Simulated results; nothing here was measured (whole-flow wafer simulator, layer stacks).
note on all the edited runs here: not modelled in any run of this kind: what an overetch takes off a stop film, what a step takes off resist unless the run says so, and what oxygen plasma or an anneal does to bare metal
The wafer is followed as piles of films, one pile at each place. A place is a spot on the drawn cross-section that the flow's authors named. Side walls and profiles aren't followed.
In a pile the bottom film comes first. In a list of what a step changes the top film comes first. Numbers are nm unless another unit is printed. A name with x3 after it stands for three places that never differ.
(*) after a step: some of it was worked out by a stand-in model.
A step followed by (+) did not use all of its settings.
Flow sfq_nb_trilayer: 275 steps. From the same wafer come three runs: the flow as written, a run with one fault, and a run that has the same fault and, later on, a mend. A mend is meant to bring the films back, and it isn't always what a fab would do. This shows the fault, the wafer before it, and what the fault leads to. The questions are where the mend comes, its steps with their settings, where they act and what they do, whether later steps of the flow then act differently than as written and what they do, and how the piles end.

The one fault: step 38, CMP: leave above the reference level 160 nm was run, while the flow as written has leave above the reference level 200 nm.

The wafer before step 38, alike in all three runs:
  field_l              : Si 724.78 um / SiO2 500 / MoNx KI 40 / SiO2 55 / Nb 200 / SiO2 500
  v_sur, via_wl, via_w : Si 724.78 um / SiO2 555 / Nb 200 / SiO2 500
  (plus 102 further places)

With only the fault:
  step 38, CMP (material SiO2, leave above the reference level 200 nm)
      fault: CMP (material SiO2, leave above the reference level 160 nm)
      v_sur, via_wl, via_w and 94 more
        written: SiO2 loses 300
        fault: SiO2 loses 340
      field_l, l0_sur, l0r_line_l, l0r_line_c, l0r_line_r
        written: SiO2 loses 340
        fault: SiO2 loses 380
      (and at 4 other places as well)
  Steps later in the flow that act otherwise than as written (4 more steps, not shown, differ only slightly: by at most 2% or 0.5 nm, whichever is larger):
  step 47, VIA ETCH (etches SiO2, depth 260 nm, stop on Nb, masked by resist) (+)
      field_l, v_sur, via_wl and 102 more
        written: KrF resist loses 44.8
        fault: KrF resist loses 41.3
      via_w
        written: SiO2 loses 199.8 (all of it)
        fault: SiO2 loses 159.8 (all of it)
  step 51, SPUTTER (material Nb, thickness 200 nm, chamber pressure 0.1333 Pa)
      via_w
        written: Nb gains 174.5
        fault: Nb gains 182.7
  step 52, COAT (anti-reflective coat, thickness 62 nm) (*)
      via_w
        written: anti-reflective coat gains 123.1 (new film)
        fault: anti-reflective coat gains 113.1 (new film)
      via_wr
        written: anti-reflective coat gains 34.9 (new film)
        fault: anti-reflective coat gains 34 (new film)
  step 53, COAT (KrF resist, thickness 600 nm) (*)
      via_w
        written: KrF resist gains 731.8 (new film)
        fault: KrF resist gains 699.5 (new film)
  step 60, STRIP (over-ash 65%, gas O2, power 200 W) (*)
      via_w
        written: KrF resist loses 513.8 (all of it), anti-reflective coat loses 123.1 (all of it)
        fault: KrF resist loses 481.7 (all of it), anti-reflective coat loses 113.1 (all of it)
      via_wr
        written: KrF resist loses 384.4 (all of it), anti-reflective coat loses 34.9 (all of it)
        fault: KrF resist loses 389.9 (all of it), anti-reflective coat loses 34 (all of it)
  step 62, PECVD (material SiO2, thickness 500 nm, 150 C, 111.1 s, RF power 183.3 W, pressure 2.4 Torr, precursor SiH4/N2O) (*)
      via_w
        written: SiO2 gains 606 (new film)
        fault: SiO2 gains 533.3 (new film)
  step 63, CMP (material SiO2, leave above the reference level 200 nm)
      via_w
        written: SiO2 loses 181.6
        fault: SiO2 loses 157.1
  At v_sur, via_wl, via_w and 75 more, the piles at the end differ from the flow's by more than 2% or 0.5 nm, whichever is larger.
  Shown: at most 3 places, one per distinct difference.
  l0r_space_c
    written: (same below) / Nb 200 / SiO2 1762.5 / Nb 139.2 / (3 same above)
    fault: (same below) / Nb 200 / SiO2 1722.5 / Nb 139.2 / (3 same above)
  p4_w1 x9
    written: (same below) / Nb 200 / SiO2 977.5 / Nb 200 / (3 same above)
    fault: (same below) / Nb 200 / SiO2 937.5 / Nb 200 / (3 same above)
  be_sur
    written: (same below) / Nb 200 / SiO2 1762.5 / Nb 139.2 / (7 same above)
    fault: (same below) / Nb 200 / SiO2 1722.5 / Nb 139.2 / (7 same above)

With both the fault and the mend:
  The mend follows step 39.
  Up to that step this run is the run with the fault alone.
  step 39a, PECVD (material SiO2, thickness 40 nm, 150 C, 8.889 s, RF power 183.3 W, pressure 2.4 Torr, precursor SiH4/N2O) (a further turn of the flow's step 37, with different settings)
      field_l, v_sur, via_wl and 103 more
        SiO2 gains 40
  None of the later steps of the flow acts differently than as written at any place that is followed.
  At every place that both follow, the piles at the end match the flow's.
